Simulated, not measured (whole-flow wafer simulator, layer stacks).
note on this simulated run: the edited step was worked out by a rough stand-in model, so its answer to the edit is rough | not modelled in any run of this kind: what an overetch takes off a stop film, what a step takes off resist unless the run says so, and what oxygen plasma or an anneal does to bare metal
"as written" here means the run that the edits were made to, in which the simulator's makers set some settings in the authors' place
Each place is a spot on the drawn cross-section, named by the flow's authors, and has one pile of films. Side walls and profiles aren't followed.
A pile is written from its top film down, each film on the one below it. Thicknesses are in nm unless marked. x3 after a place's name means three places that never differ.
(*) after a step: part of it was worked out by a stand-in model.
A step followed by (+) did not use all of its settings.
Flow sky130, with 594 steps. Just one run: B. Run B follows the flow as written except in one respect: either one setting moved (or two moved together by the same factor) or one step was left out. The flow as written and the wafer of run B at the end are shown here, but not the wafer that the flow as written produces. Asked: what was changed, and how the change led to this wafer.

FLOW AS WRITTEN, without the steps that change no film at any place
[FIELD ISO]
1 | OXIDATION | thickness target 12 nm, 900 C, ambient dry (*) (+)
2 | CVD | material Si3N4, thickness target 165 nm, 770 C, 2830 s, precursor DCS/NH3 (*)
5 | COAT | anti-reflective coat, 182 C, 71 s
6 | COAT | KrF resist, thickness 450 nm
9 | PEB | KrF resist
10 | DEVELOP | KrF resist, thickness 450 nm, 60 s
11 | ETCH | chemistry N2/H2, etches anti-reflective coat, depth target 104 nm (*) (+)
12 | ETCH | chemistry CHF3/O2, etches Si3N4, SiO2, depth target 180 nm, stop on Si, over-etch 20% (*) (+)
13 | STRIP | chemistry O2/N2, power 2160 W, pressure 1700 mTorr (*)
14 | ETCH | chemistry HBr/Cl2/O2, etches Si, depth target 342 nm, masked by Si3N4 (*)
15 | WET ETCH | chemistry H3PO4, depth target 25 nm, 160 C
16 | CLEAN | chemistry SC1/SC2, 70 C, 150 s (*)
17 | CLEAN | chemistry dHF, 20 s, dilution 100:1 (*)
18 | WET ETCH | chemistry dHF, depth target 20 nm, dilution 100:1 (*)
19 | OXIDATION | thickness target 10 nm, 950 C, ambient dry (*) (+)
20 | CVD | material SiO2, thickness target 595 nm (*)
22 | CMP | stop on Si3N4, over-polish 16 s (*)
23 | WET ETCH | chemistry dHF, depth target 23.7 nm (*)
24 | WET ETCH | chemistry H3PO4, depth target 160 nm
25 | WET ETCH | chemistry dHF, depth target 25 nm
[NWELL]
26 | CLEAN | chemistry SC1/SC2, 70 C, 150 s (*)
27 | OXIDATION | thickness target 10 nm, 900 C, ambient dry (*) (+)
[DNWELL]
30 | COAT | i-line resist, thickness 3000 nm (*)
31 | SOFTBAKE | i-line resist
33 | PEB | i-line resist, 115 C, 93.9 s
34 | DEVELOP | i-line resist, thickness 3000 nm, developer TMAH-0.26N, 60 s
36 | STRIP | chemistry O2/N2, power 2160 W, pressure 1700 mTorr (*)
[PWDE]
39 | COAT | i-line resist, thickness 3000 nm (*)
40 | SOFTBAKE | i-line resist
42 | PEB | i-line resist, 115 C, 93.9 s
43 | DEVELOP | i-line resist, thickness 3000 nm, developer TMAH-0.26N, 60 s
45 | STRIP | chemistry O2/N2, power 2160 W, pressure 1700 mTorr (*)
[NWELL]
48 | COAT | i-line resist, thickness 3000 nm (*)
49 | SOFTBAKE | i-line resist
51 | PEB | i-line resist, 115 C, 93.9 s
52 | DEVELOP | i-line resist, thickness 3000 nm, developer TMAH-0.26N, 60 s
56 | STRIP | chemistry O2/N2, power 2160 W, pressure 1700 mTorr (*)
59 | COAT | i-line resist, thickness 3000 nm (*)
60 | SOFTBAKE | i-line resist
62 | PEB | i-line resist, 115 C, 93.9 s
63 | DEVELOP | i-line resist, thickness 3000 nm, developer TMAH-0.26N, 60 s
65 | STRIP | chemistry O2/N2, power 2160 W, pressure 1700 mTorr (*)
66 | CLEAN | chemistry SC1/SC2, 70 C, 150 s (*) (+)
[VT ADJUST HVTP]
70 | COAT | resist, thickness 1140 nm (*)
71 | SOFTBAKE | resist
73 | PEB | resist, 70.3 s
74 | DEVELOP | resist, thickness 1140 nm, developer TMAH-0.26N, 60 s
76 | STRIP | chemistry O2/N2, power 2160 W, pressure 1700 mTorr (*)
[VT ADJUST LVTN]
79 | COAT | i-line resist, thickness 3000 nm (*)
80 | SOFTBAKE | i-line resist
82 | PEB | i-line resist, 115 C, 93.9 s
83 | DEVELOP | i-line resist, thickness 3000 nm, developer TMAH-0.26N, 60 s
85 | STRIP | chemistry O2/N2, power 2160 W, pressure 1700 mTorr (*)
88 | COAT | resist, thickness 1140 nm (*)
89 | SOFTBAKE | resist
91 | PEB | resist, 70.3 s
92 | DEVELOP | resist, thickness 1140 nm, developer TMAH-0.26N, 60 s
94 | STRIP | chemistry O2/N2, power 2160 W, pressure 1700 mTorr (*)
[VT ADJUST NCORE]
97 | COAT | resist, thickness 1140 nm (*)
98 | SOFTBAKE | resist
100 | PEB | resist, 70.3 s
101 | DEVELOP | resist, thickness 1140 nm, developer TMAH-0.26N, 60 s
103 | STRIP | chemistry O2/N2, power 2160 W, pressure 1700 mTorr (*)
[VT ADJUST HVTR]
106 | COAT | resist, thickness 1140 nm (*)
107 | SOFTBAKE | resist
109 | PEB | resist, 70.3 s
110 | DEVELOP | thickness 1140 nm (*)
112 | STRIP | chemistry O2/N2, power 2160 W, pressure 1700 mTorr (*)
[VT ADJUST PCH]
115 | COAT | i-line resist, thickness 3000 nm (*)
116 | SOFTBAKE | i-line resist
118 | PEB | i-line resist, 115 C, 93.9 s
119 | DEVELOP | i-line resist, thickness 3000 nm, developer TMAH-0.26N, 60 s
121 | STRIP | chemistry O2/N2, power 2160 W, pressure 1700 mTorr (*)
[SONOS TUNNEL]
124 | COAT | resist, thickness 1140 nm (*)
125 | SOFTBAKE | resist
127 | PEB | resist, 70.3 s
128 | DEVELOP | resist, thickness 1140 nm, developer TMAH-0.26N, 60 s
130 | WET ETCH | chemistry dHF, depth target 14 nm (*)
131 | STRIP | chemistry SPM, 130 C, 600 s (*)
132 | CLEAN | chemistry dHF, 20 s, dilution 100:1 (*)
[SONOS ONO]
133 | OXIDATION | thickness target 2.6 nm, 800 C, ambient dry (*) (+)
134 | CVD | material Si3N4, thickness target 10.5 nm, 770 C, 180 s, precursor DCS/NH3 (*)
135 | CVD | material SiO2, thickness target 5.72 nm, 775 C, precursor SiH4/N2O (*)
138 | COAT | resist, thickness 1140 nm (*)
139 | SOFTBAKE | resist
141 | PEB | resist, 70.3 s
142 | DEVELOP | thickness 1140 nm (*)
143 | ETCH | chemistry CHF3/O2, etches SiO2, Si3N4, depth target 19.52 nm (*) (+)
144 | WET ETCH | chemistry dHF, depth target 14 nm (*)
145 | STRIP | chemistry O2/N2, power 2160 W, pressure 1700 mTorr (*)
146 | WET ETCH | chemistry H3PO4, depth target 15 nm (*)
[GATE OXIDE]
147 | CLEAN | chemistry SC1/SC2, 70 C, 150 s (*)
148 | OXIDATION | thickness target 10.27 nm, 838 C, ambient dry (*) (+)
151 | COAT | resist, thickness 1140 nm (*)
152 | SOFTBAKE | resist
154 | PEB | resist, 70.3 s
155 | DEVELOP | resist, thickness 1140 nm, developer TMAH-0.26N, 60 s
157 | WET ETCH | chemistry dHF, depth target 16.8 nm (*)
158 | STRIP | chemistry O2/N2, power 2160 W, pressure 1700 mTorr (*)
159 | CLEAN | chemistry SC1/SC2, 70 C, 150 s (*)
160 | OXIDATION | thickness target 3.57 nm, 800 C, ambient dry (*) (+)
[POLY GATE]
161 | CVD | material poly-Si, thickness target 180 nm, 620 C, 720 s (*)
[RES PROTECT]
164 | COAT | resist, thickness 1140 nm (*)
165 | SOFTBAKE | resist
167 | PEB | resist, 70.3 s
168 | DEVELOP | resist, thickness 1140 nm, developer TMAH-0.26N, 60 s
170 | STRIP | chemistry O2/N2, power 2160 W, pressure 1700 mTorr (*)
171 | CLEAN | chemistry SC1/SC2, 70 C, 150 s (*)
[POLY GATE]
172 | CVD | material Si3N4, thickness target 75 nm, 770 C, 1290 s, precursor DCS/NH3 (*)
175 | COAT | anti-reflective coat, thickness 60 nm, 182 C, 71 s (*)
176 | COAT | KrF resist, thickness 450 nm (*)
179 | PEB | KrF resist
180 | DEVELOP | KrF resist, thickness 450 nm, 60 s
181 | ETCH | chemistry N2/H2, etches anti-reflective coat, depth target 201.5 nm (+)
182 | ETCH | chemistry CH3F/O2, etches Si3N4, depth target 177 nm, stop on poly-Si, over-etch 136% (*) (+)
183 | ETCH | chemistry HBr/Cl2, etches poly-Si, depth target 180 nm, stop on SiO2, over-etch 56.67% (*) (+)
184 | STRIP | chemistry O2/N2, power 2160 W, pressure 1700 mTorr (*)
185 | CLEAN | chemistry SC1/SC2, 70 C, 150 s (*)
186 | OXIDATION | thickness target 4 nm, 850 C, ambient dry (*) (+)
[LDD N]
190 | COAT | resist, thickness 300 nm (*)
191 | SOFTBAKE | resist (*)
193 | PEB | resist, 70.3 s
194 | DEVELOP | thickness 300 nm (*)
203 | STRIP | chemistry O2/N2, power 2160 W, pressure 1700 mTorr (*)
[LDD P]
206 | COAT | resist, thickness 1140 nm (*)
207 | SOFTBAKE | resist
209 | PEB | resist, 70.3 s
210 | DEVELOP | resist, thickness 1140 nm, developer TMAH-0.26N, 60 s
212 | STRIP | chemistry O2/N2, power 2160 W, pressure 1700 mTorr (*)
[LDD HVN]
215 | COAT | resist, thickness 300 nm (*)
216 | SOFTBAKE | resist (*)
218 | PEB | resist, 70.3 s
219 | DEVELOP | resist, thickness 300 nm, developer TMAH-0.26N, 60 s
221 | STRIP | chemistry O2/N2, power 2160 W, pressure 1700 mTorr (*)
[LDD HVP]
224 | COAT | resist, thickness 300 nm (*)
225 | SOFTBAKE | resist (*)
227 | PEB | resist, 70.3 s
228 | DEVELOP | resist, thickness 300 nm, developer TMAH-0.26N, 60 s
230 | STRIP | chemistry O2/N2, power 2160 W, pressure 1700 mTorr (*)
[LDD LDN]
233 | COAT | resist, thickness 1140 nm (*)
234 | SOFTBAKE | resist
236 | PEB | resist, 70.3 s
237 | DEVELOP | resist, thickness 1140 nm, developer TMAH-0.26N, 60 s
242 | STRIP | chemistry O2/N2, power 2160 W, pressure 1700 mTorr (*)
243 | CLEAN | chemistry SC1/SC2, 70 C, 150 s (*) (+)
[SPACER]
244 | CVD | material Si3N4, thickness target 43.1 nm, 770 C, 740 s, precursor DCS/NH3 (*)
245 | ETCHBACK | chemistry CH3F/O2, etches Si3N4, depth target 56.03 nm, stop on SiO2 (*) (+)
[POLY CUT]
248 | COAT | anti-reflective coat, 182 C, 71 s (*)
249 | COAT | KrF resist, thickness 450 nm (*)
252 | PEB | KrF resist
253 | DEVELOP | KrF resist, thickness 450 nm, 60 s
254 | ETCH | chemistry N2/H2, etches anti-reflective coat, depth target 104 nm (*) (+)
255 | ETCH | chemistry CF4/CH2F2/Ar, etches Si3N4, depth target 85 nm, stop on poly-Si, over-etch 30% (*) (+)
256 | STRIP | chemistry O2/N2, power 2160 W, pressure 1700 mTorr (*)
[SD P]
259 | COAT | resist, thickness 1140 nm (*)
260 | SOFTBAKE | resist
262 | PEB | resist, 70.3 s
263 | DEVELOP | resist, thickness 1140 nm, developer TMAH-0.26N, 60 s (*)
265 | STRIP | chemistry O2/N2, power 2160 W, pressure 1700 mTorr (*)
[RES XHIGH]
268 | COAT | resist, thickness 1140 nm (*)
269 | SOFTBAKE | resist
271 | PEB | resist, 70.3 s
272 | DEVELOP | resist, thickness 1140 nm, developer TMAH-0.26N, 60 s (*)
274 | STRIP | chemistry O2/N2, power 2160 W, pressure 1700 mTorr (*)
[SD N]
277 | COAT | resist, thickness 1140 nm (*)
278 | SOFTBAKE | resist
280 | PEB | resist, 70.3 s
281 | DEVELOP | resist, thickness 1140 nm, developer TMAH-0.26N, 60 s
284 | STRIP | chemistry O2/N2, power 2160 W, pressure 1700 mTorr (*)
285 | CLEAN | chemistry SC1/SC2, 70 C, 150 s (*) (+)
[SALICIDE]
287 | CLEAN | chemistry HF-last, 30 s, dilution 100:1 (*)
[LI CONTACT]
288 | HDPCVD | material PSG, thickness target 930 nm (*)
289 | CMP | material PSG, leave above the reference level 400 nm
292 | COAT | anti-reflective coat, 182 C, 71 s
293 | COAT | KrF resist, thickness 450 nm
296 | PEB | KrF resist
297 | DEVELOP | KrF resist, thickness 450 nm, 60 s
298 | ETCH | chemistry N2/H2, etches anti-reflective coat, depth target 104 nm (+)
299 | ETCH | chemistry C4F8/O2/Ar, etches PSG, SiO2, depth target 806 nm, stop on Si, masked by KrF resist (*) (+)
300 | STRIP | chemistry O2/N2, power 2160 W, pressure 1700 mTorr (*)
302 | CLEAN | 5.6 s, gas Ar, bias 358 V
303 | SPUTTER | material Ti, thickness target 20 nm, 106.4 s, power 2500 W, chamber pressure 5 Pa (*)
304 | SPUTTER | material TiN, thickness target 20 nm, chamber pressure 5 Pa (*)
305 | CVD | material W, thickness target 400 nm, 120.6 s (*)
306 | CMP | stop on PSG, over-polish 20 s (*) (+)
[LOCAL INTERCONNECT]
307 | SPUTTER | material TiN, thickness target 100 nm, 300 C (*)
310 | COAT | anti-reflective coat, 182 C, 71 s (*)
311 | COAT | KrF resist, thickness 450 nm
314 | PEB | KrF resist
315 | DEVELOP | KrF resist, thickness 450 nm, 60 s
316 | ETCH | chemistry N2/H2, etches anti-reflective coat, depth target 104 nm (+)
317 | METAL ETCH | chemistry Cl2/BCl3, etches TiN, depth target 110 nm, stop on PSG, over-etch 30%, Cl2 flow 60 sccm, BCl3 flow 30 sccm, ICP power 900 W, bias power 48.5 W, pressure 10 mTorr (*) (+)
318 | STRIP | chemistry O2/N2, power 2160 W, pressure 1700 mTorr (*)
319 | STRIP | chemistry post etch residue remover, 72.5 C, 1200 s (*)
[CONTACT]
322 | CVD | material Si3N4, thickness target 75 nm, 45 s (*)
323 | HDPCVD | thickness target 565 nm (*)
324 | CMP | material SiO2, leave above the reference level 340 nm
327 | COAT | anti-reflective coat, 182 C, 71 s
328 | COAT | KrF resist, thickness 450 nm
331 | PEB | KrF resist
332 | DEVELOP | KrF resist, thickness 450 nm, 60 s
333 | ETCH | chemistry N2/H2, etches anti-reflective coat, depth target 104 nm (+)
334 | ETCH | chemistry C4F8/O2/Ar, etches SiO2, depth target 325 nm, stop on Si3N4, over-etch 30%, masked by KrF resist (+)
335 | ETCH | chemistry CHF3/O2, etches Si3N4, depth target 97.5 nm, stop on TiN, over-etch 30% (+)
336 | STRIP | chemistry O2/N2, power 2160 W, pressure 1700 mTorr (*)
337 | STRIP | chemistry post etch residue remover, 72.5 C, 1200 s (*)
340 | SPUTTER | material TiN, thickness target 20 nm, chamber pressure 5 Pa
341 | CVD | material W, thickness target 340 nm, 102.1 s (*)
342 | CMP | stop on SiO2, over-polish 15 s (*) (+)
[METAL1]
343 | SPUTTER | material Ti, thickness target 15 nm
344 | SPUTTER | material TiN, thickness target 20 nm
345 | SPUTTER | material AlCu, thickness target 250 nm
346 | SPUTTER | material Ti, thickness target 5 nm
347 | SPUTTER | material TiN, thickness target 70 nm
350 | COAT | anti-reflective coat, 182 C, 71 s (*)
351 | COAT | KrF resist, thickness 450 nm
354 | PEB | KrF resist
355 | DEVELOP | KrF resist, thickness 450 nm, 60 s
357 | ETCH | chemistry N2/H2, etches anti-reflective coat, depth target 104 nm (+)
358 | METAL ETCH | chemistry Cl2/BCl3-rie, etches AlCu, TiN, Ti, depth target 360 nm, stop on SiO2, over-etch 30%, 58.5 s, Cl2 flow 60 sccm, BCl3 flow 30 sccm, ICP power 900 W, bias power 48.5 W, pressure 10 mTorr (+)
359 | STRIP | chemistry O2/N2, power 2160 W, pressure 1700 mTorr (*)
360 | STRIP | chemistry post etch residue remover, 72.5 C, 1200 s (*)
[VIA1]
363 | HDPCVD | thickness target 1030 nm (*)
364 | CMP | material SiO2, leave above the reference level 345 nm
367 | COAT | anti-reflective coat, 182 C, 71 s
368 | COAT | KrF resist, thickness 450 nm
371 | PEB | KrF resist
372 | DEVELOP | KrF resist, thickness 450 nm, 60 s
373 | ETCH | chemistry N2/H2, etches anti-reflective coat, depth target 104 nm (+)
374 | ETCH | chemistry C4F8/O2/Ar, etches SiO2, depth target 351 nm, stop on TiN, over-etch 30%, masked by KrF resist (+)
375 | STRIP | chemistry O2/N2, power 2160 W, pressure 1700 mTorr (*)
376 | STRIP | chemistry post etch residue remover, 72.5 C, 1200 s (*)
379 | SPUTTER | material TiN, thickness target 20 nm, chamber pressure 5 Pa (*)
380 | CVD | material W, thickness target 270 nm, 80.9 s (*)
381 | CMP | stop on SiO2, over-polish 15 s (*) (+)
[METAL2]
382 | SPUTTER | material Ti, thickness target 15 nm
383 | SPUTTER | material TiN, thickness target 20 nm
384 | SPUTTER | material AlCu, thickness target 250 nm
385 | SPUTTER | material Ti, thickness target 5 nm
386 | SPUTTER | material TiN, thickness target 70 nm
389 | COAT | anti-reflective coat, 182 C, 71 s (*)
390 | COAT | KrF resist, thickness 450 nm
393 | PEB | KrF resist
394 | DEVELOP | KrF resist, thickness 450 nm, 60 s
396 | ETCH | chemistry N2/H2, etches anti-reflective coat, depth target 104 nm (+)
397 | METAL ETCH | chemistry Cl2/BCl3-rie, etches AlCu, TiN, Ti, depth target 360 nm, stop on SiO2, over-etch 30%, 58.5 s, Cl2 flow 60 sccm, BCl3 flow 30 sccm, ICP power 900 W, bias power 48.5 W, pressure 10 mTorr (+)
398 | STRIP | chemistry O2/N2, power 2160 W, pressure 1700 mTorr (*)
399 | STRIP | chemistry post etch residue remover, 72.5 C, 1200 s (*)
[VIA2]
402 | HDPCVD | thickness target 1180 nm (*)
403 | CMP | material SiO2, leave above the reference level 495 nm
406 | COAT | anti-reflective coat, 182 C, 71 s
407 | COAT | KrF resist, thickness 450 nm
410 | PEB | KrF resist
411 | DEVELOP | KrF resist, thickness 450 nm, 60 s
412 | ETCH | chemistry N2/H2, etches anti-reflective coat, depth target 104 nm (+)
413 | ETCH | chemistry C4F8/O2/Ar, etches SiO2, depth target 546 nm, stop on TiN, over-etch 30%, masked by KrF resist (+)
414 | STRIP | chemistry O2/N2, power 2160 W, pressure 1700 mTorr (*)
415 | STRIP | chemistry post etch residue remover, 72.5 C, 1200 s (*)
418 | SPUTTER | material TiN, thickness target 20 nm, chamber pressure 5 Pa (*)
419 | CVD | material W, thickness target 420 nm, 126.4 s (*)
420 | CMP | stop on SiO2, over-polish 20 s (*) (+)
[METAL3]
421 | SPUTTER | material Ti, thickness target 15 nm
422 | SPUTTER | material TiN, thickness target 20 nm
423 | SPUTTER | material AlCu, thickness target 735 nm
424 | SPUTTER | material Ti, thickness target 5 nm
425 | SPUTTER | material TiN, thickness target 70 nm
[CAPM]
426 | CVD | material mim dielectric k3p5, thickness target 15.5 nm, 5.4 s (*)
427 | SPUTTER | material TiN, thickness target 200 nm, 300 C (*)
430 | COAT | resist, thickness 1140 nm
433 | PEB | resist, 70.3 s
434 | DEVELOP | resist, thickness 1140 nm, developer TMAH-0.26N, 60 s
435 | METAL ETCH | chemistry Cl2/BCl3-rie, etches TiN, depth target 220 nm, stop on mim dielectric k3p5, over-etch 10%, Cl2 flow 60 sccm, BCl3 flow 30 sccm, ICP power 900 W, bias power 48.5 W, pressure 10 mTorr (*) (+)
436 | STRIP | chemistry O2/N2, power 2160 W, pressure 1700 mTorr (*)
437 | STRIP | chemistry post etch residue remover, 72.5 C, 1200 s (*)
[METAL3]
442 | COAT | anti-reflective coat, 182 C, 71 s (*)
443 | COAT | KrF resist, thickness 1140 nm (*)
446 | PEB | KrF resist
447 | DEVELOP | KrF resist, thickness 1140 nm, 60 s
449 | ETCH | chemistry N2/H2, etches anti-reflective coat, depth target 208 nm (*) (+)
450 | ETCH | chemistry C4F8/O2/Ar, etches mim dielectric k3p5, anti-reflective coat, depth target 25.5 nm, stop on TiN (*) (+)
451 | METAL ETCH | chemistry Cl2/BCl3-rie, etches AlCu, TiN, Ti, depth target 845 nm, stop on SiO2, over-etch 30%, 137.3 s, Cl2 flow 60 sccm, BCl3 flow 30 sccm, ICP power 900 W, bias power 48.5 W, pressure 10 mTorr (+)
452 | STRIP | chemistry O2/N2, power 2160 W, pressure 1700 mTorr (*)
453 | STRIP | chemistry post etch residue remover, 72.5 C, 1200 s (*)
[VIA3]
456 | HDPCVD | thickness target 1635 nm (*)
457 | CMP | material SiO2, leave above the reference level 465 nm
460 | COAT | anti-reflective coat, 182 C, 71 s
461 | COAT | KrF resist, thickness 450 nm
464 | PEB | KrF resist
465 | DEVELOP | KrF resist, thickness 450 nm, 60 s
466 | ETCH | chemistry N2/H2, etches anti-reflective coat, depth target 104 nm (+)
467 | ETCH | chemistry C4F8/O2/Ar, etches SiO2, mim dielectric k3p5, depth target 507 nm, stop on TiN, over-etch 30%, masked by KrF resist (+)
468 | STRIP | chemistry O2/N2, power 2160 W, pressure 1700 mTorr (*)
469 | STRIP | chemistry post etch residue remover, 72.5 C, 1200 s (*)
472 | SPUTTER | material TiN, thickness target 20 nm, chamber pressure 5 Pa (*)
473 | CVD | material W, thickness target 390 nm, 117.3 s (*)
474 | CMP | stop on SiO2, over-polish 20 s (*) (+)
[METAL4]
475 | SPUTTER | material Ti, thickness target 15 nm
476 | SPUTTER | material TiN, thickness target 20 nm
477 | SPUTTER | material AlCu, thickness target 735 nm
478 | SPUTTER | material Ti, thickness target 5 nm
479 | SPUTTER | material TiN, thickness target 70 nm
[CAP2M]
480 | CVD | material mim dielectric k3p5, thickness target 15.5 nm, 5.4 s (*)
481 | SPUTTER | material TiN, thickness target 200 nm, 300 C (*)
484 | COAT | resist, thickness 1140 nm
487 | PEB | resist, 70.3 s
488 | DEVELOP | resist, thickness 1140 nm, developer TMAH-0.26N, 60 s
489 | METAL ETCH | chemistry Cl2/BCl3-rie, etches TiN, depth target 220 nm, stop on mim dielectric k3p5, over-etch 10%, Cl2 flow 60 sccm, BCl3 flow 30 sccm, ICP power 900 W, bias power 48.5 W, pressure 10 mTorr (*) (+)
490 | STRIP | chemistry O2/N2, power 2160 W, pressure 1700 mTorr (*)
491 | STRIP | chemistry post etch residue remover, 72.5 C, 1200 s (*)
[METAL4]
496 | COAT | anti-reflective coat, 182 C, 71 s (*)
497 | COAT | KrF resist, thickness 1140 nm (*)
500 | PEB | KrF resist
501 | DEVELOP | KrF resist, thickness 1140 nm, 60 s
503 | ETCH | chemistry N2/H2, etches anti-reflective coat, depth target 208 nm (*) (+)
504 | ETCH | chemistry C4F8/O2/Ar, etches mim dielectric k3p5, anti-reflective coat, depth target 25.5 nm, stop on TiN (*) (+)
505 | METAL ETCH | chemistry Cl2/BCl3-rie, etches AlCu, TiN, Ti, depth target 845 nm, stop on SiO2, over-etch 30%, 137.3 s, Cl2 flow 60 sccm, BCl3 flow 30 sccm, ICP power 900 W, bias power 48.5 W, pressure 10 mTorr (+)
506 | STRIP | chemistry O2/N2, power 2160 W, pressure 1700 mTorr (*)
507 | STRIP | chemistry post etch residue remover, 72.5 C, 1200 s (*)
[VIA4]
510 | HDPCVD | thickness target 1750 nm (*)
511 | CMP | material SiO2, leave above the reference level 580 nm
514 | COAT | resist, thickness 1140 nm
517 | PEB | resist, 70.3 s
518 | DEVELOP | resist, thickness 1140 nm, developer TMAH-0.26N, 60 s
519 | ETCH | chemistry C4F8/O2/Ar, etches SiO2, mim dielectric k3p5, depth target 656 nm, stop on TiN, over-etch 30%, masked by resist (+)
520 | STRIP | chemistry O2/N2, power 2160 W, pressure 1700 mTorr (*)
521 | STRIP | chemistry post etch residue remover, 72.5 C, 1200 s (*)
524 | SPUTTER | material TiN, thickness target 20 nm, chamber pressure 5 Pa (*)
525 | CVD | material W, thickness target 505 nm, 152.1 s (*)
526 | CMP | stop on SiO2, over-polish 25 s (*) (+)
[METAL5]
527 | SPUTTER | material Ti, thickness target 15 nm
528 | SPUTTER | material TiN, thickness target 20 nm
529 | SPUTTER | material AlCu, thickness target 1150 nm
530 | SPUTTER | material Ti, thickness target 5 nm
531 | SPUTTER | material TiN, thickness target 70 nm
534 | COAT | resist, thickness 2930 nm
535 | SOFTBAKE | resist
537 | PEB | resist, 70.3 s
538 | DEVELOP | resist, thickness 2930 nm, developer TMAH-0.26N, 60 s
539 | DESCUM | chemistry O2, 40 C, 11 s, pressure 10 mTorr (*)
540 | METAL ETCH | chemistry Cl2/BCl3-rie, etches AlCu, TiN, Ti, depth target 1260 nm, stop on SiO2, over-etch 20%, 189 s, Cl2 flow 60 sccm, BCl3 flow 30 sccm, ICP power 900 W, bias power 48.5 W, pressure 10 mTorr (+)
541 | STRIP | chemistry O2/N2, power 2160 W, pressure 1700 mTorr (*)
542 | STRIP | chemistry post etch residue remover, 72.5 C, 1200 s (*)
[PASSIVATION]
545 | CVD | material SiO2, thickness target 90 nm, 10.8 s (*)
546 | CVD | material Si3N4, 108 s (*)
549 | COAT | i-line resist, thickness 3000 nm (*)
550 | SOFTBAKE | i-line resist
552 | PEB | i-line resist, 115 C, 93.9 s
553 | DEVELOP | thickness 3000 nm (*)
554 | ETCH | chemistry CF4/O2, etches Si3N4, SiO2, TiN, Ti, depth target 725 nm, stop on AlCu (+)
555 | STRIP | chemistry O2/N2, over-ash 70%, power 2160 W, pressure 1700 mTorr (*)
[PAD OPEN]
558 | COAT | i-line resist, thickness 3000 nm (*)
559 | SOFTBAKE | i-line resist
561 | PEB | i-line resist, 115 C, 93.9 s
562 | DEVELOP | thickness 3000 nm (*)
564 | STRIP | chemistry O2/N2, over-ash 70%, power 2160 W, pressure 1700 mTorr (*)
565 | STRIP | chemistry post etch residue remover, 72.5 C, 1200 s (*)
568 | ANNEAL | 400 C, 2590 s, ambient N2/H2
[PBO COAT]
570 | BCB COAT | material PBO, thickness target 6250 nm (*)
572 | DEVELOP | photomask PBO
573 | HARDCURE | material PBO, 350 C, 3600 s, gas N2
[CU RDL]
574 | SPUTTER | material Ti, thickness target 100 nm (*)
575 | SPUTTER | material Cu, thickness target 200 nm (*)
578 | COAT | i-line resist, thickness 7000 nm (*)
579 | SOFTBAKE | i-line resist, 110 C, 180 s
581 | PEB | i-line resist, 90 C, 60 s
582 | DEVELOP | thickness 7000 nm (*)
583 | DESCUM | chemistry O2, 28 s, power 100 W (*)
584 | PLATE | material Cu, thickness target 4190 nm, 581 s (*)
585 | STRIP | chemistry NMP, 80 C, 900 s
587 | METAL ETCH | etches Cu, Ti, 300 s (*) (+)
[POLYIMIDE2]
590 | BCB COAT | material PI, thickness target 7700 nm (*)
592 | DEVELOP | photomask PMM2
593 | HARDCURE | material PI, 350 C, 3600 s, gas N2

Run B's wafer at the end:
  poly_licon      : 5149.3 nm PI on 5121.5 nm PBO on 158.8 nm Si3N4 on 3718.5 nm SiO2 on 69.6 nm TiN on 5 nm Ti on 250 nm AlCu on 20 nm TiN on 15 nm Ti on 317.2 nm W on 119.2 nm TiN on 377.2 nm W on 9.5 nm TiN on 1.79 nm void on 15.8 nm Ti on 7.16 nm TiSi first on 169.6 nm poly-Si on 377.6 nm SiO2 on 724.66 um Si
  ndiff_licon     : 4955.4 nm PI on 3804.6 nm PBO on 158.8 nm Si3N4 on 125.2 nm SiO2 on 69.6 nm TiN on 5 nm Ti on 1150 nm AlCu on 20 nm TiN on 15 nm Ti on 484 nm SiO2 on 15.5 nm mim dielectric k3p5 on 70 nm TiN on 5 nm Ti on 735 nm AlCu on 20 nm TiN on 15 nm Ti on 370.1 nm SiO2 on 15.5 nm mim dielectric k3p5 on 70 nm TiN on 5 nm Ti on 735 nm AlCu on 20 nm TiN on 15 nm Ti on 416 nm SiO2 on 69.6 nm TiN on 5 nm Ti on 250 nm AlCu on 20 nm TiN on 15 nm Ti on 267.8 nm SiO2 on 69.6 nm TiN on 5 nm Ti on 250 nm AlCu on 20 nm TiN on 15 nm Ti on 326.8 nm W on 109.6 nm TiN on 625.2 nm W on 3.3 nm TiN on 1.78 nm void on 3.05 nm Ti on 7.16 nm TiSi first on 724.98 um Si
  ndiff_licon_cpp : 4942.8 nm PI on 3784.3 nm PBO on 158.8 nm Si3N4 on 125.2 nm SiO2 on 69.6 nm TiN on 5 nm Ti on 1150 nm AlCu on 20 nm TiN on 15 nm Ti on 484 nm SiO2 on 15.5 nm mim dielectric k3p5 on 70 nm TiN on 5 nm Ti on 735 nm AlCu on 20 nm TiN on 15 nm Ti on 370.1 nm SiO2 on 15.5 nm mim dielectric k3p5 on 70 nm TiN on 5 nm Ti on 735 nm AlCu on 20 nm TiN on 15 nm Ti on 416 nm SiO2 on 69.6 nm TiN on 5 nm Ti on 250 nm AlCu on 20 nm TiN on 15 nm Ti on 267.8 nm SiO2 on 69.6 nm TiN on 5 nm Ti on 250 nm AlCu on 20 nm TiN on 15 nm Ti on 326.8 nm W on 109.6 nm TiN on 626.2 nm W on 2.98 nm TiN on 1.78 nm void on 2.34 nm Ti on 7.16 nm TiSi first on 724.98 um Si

The reason: step 304, SPUTTER: thickness target 9.5 nm was run, whereas the flow has thickness target 20 nm.
The wafer lets one read it off: poly_licon has TiN 9.5, and step 304 as written asks for 20 nm.

How this came from the change, step by step:
  304 | SPUTTER | material TiN, thickness target 20 nm, chamber pressure 5 Pa (*)
      field, active, n_well and 185 more: TiN gains 9.5 (new film) (in the flow as written it would be: TiN gains 20 (new film))
      ndiff_licon: TiN gains 3.3 (new film) (in the flow as written it would be: TiN gains 6.83 (new film))
      (as well as at 2 more places)
  306 | CMP | stop on PSG, over-polish 20 s (*) (+)
      field, active, n_well and 184 more: W loses 400 (all of it), TiN loses 9.5 (all of it), Ti loses 20 (all of it), PSG loses 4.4 (in the flow as written it would be: W loses 400 (all of it), TiN loses 20 (all of it), Ti loses 20 (all of it), PSG loses 4.4)
      ndiff_licon, ndiff_licon_cpp, rpo_hd_licon: W loses 434.4 (in the flow as written it would be: W loses 444.9)
      (as well as at 1 more place)
